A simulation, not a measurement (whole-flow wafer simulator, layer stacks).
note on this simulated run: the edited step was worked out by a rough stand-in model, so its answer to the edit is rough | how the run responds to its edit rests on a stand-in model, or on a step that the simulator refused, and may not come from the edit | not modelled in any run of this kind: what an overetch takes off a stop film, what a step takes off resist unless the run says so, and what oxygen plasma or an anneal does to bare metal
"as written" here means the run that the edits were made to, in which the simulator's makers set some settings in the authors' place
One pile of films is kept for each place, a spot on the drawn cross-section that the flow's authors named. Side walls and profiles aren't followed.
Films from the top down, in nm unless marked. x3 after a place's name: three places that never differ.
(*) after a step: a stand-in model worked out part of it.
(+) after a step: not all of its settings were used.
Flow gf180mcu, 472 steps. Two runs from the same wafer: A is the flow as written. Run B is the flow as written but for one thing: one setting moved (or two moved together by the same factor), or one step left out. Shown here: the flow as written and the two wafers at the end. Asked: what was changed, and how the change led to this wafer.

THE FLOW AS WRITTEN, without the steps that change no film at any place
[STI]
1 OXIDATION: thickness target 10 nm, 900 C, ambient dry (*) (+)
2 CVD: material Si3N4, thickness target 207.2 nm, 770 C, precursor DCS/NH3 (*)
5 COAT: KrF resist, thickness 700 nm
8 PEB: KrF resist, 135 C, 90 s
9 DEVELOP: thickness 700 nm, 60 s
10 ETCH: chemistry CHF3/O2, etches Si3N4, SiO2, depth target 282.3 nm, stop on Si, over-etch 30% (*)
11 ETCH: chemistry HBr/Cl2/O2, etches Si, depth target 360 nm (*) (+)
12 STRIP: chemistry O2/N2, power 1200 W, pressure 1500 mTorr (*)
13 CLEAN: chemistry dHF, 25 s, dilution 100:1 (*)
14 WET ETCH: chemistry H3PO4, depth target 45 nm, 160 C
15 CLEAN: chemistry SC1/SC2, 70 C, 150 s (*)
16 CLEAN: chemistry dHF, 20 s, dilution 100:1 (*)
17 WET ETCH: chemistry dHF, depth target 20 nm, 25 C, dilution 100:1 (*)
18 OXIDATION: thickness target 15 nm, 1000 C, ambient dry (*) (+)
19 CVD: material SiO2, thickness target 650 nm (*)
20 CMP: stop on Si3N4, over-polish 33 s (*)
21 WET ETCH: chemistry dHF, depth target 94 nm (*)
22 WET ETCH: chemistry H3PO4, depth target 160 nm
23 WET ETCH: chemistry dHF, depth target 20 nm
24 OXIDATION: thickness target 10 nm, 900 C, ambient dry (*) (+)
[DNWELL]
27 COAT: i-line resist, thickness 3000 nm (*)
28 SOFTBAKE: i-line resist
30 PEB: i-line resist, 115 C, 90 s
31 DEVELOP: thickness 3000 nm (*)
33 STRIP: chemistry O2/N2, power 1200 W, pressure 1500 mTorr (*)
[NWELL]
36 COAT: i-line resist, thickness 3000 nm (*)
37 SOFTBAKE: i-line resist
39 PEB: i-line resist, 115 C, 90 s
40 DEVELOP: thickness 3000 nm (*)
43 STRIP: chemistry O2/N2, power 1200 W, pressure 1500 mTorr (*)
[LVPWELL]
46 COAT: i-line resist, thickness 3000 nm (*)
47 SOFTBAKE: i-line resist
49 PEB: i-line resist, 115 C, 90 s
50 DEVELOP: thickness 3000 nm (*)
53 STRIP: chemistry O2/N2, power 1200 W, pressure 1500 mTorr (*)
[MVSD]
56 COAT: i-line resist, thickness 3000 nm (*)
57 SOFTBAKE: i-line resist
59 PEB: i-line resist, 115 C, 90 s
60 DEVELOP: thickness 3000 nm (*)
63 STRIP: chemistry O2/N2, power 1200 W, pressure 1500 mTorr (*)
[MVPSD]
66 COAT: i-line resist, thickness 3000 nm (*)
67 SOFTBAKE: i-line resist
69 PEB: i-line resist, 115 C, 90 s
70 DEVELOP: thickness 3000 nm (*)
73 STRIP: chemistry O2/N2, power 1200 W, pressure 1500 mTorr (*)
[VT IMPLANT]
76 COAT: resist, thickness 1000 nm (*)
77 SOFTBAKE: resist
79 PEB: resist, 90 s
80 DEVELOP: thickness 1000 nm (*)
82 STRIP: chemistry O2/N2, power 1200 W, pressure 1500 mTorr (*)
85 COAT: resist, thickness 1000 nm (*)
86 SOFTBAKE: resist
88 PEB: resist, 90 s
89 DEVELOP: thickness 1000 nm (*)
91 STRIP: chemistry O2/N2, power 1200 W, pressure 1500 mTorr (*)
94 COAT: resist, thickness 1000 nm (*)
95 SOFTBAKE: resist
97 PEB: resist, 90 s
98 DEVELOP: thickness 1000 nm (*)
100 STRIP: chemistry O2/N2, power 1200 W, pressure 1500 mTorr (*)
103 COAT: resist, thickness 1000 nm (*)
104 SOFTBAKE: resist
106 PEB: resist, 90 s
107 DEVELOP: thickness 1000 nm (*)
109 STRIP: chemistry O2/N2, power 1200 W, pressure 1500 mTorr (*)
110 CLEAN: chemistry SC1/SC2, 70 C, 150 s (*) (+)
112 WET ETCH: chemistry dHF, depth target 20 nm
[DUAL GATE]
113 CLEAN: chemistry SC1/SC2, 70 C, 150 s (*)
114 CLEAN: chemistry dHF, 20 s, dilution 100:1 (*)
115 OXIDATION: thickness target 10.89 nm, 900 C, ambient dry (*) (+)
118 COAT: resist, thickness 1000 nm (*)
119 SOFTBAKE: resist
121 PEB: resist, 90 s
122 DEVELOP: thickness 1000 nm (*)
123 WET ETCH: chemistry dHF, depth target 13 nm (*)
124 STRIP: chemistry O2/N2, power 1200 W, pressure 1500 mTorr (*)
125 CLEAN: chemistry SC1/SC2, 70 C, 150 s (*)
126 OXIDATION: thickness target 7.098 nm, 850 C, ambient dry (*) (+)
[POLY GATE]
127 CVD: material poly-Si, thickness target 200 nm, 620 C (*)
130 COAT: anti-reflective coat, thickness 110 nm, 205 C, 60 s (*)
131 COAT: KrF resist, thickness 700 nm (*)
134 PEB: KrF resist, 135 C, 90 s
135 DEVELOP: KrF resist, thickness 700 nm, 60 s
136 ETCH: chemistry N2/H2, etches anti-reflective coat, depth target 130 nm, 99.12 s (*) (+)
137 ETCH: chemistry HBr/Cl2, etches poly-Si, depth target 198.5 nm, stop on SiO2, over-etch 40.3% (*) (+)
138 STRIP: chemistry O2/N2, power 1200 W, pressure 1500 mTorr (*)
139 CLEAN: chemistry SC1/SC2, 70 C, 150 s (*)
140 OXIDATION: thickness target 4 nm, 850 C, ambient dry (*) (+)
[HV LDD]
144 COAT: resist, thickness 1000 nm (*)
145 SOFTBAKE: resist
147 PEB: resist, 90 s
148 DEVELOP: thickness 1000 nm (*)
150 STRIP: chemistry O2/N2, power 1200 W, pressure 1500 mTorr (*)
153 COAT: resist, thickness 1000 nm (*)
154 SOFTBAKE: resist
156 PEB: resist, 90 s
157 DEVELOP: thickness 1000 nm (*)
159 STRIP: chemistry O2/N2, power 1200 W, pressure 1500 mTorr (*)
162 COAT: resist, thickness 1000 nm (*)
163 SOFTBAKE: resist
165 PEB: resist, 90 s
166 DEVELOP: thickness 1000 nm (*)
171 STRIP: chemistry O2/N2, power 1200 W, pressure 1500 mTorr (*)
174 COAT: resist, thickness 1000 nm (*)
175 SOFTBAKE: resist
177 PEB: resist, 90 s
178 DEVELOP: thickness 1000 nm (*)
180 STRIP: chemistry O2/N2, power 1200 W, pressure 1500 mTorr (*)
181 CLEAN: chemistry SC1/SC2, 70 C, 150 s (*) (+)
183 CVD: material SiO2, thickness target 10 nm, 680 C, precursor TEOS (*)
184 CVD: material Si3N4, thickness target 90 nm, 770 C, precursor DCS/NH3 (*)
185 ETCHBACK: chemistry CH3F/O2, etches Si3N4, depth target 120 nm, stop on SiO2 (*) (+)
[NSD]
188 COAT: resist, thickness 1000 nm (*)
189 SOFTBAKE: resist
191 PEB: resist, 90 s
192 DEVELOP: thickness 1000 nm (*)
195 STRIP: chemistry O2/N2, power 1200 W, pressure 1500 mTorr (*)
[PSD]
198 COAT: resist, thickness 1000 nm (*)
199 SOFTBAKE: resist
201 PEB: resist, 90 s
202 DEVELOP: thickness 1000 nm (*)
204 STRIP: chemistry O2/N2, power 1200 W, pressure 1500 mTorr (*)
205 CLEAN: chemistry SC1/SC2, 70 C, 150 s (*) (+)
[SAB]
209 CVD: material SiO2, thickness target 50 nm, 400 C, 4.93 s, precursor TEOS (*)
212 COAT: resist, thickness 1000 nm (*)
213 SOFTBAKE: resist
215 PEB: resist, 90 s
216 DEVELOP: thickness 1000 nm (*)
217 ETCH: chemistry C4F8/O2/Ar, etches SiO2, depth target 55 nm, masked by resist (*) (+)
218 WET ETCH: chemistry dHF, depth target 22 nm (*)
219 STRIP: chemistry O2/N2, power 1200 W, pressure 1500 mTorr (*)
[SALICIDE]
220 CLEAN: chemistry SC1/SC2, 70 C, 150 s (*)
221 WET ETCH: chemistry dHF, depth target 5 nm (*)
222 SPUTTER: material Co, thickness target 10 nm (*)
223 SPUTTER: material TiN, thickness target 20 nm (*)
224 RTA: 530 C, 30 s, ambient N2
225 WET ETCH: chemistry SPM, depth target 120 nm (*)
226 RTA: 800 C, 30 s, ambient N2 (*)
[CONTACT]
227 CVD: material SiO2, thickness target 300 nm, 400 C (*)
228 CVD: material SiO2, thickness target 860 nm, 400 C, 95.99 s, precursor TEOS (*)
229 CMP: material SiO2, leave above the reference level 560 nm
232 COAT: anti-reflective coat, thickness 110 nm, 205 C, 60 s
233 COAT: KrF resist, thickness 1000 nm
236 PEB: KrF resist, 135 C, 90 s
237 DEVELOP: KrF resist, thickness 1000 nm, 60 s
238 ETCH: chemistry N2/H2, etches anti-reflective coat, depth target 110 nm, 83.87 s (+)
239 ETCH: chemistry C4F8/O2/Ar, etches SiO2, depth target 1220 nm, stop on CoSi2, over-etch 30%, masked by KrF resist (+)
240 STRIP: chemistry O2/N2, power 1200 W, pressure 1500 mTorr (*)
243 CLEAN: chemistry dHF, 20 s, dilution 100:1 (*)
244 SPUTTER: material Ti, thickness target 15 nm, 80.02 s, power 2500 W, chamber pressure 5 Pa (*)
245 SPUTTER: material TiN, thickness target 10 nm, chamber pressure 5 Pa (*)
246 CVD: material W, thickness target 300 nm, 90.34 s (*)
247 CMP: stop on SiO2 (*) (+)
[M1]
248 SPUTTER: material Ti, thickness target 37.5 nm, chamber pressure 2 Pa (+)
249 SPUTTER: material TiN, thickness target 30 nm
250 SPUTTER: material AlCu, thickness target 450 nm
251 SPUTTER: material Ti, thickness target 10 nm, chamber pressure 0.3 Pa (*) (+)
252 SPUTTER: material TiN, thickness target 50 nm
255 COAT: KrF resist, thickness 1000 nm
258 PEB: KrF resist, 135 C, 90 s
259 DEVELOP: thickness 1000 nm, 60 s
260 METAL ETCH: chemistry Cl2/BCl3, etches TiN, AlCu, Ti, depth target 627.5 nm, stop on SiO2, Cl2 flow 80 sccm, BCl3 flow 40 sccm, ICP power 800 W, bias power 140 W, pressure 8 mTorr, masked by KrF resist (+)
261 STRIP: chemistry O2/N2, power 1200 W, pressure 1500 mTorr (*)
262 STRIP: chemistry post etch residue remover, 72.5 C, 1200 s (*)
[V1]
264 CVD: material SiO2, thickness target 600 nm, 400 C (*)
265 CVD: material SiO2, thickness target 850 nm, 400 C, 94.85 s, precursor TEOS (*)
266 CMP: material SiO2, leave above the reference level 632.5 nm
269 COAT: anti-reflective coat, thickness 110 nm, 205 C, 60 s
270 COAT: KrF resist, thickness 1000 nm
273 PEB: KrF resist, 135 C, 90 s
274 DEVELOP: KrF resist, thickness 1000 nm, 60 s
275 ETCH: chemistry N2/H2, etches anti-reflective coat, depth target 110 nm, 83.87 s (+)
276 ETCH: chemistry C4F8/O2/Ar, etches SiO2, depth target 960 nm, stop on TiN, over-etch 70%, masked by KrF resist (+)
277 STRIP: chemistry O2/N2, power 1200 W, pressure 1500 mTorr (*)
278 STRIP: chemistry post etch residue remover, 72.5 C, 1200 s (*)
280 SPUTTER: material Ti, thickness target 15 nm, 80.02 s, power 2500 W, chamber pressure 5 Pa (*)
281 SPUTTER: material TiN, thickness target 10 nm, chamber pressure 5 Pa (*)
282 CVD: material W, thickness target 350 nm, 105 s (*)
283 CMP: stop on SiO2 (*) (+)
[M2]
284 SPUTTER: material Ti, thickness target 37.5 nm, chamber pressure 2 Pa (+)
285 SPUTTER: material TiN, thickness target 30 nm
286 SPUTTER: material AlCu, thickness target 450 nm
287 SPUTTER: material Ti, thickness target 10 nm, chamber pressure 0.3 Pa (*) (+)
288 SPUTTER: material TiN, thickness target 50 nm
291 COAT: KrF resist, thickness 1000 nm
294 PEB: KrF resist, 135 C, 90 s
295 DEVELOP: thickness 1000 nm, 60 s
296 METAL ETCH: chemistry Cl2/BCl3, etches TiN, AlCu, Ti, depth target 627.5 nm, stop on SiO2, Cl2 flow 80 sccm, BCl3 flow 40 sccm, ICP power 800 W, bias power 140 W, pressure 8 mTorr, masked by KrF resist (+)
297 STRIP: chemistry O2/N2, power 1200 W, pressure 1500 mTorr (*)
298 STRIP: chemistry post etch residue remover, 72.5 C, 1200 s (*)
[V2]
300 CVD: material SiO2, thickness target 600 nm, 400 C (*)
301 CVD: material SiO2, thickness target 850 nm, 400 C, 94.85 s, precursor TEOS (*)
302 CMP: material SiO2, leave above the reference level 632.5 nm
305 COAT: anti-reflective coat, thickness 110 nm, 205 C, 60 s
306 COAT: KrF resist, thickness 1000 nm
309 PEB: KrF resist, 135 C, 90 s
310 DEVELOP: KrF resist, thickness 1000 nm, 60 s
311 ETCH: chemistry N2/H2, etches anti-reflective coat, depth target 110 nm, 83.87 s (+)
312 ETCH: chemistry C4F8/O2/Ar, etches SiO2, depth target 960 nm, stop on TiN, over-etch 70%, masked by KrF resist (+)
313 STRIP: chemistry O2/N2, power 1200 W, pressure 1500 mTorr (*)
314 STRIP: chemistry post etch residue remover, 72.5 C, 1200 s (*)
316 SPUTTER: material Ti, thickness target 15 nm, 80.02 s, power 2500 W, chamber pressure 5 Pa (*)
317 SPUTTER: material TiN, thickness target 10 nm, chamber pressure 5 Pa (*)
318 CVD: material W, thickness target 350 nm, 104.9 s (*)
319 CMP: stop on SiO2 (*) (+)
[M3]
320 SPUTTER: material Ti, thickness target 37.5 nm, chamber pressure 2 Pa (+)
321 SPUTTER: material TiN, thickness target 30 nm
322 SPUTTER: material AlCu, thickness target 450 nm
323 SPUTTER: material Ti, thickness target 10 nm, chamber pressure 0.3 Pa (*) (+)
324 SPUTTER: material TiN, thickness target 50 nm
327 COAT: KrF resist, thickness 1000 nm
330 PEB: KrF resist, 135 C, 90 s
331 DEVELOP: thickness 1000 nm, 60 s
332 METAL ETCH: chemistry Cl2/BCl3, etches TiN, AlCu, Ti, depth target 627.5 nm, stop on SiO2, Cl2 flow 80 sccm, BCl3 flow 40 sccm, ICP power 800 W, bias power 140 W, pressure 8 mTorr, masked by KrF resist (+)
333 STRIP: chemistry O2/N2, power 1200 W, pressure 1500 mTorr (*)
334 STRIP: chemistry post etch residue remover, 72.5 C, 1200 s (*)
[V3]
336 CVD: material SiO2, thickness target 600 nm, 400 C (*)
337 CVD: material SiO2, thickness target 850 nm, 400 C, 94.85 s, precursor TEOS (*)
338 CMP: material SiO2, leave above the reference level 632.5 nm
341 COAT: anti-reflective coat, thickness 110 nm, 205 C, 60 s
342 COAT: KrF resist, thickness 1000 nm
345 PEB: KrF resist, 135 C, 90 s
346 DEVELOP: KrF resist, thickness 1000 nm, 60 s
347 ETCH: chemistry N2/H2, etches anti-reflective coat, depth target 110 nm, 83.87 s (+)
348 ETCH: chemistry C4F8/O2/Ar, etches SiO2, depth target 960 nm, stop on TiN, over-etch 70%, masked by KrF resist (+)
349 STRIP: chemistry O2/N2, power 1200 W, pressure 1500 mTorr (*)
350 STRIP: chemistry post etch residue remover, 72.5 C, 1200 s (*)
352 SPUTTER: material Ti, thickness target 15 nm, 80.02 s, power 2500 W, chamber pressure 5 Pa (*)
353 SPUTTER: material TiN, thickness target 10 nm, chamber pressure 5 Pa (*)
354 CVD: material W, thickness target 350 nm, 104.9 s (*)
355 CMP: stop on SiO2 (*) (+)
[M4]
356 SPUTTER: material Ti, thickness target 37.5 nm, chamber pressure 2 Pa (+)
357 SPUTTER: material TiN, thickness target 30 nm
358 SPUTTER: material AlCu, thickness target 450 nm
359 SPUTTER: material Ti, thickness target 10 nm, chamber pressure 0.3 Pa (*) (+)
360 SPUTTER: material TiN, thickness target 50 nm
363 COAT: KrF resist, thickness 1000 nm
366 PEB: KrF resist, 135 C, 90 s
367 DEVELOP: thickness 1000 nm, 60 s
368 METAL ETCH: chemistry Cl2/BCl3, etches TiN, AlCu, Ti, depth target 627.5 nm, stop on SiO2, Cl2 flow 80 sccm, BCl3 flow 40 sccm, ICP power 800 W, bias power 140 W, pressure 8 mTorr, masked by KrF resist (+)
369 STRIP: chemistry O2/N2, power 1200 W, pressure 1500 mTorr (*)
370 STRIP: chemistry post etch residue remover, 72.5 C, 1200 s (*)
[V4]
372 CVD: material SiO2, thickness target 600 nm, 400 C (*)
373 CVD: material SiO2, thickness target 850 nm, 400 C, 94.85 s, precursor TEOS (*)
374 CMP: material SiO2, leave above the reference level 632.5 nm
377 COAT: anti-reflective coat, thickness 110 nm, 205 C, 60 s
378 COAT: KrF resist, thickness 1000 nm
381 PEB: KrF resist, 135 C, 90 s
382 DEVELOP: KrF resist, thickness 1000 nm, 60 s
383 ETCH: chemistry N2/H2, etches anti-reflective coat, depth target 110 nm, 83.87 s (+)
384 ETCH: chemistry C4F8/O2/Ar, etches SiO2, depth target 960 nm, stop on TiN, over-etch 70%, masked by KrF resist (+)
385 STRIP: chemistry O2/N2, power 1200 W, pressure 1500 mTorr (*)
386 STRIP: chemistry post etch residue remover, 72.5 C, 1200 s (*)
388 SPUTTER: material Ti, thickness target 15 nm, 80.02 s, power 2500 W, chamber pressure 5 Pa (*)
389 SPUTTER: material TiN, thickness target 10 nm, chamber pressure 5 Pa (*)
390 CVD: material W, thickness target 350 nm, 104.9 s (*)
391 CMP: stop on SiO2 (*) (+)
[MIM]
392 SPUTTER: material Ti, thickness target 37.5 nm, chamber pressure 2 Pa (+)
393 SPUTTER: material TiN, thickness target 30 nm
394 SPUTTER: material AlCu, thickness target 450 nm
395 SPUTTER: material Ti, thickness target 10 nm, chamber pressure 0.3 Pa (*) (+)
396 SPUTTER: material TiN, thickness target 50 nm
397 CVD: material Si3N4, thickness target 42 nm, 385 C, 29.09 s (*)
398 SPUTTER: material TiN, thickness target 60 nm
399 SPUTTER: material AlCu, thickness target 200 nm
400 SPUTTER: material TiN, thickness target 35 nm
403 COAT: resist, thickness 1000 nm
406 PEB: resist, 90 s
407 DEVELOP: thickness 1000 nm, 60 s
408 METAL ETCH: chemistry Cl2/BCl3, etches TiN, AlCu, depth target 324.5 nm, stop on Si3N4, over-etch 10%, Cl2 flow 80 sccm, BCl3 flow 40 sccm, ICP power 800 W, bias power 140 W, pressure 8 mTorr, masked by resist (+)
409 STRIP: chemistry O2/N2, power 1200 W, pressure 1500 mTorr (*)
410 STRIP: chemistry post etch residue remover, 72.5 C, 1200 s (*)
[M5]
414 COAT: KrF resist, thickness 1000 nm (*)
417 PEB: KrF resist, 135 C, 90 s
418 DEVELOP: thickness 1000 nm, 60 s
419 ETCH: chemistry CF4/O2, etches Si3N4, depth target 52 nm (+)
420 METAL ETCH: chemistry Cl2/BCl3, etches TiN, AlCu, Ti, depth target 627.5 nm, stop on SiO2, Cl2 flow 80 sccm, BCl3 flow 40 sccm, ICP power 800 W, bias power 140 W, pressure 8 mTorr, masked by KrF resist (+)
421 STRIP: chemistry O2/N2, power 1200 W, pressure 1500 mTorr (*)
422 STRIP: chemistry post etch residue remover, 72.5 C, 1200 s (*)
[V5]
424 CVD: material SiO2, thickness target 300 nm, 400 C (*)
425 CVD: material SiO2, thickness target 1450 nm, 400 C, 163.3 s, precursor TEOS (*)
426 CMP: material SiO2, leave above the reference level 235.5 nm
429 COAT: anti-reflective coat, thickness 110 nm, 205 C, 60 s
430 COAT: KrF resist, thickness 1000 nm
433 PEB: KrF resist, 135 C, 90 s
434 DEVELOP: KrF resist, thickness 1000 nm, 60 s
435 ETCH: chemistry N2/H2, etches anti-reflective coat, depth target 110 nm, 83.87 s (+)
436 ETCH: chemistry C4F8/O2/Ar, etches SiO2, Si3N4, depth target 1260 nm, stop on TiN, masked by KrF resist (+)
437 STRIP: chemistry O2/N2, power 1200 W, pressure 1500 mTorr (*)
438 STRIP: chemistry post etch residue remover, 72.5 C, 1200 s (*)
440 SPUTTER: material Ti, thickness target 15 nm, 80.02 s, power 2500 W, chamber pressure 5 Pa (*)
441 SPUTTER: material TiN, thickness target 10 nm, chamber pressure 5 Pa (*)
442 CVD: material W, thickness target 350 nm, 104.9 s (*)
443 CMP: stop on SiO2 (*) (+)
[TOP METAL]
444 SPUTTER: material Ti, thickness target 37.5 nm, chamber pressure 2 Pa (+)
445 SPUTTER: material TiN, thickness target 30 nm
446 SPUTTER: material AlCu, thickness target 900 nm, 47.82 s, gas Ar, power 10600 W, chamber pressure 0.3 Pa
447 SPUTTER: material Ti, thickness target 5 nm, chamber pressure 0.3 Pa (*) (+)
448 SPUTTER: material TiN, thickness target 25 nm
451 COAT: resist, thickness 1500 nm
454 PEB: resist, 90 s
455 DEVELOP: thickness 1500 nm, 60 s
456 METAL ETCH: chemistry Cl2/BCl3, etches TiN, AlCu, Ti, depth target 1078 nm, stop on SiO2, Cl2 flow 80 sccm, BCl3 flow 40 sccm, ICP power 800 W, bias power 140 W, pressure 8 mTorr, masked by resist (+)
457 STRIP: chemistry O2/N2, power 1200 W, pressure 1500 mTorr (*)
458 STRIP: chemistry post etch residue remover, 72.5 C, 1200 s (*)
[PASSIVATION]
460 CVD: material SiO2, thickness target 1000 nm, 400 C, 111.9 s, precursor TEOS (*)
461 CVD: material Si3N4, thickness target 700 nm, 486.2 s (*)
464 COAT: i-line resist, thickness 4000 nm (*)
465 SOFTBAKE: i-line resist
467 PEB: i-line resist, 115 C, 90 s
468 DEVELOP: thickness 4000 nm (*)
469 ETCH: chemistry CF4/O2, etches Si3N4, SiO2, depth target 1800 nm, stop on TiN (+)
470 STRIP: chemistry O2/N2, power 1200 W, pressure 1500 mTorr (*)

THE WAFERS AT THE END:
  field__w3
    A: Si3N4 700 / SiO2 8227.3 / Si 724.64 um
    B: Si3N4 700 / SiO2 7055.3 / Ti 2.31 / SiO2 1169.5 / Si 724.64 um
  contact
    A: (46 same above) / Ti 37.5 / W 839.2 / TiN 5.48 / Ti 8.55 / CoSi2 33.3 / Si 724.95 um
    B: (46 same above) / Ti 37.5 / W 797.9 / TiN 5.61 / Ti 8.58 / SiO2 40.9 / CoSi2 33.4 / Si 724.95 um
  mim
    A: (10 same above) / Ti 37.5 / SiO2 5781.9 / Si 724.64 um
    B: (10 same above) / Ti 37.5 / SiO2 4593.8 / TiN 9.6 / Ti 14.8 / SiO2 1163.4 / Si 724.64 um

The cause: step 228, CVD: thickness target 576 nm was run, where the flow has thickness target 860 nm; step 239, ETCH: depth target 817 nm was run, where the flow has depth target 1220 nm.

How the change led to this, step by step:
  228 CVD: material SiO2, thickness target 860 nm, 400 C, 95.99 s, precursor TEOS (*)
      field, field__w7, field__w8 and 70 more: A SiO2 +860 | B SiO2 +576
      field_sub, field_sub__w2: A SiO2 +835.4 | B SiO2 +560.5
      (and at 36 more places)
  229 CMP: material SiO2, leave above the reference level 560 nm
      field_sub, field_sub__w2: A SiO2 -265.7 | B nothing
      ld_drift_p, ld_drn_p: A SiO2 -425.8 | B nothing
      (and at 107 more places)
  232 COAT: anti-reflective coat, thickness 110 nm, 205 C, 60 s
      field_sub__w3, pplus_u: A anti-reflective coat +110 (new film) | B anti-reflective coat +107.3 (new film)
      field__w2: A anti-reflective coat +110 (new film) | B anti-reflective coat +120.3 (new film)
      (and at 23 more places)
  239 ETCH: chemistry C4F8/O2/Ar, etches SiO2, depth target 1220 nm, stop on CoSi2, over-etch 30%, masked by KrF resist (+)
      contact: A SiO2 -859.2 (all of it) | B SiO2 -817
      field, field__w1, field__w2 and 105 more: A KrF resist -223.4 | B KrF resist -163.4
  240 STRIP: chemistry O2/N2, power 1200 W, pressure 1500 mTorr (*)
      iso_nw_fld, iso_ptap_sub, iso_fld_sub and 29 more: A KrF resist -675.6 (all of it), anti-reflective coat -110 (all of it) | B KrF resist -735.5 (all of it), anti-reflective coat -110 (all of it)
      p_well, sti, spacer, sd_n, mim_1p0, pad, dice_street: A KrF resist -675.6 (all of it), anti-reflective coat -110 (all of it) | B KrF resist -734.6 (all of it), anti-reflective coat -109.5 (all of it)
      (and at 69 more places)
  243 CLEAN: chemistry dHF, 20 s, dilution 100:1 (*)
      contact: A CoSi2 -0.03 | B SiO2 -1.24
  244 SPUTTER: material Ti, thickness target 15 nm, 80.02 s, power 2500 W, chamber pressure 5 Pa (*)
      field__w2: A Ti +15 (new film) | B Ti +14.4 (new film)
      field__w3: A Ti +15 (new film) | B Ti +14.3 (new film)
  246 CVD: material W, thickness target 300 nm, 90.34 s (*)
      contact: A W +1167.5 (new film) | B W +1124.6 (new film)
  247 CMP: stop on SiO2 (*) (+)
      field__w2: A W -300 (all of it), TiN -10 (all of it), Ti -15 (all of it), SiO2 -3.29 | B W -300 (all of it), TiN -9.6 (all of it), Ti -3.51
      field__w3: A W -300 (all of it), TiN -10 (all of it), Ti -15 (all of it), SiO2 -3.29 | B W -296.4
      (and at 12 more places)
  248 SPUTTER: material Ti, thickness target 37.5 nm, chamber pressure 2 Pa (+)
      field__w2, field_sub, field_sub__w2, ld_sd_n, nw_enc_fld_lv, nw_enc_fld_lv__w3: A Ti +37.5 (new film) | B Ti +37.5
  260 METAL ETCH: chemistry Cl2/BCl3, etches TiN, AlCu, Ti, depth target 627.5 nm, stop on SiO2, Cl2 flow 80 sccm, BCl3 flow 40 sccm, ICP power 800 W, bias power 140 W, pressure 8 mTorr, masked by KrF resist (+)
      mim, ld_drift_p, ld_drn_p: A TiN -50 (all of it), Ti -10 (all of it), AlCu -450 (all of it), TiN -30 (all of it), Ti -37.5 (all of it) | B TiN -50 (all of it), Ti -10 (all of it), AlCu -450 (all of it), TiN -30 (all of it), Ti -37.5 (all of it), W -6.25
      field__w3: A TiN -50 (all of it), Ti -10 (all of it), AlCu -450 (all of it), TiN -30 (all of it), Ti -37.5 (all of it) | B TiN -50 (all of it), Ti -10 (all of it), AlCu -450 (all of it), TiN -30 (all of it), Ti -37.5 (all of it), W -3.57 (all of it), TiN -9.51 (all of it), Ti -12
      (and at 7 more places)
  262 STRIP: chemistry post etch residue remover, 72.5 C, 1200 s (*)
      mim: A nothing | B W -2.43 (all of it), TiN -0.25
      ld_drift_p: A nothing | B W -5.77 (all of it), TiN -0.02
      (and at 1 more place)
  264 CVD: material SiO2, thickness target 600 nm, 400 C (*)
      mim, ld_drift_p, ld_drn_p: A SiO2 +600 | B SiO2 +600 (new film)
      field__w3: A SiO2 +600 | B SiO2 +608.5 (new film)
  266 CMP: material SiO2, leave above the reference level 632.5 nm
      field__w3, field__w12: A SiO2 -300 | B SiO2 -288.4
      field__w2: A SiO2 -300 | B SiO2 -289.1
      (and at 4 more places)
Counting metal films that touch as one body, field__w3 has 1 body; the flow as written gives 0 bodies.
Counting metal films that touch as one body, contact has 2 bodies (between them, from the top down: SiO2 40.9); the flow as written gives 1 body.
Counting metal films that touch as one body, mim has 3 bodies (between them, from the top down: Si3N4 42; SiO2 4593.8); the flow as written gives 2 bodies (between them, from the top down: Si3N4 42).
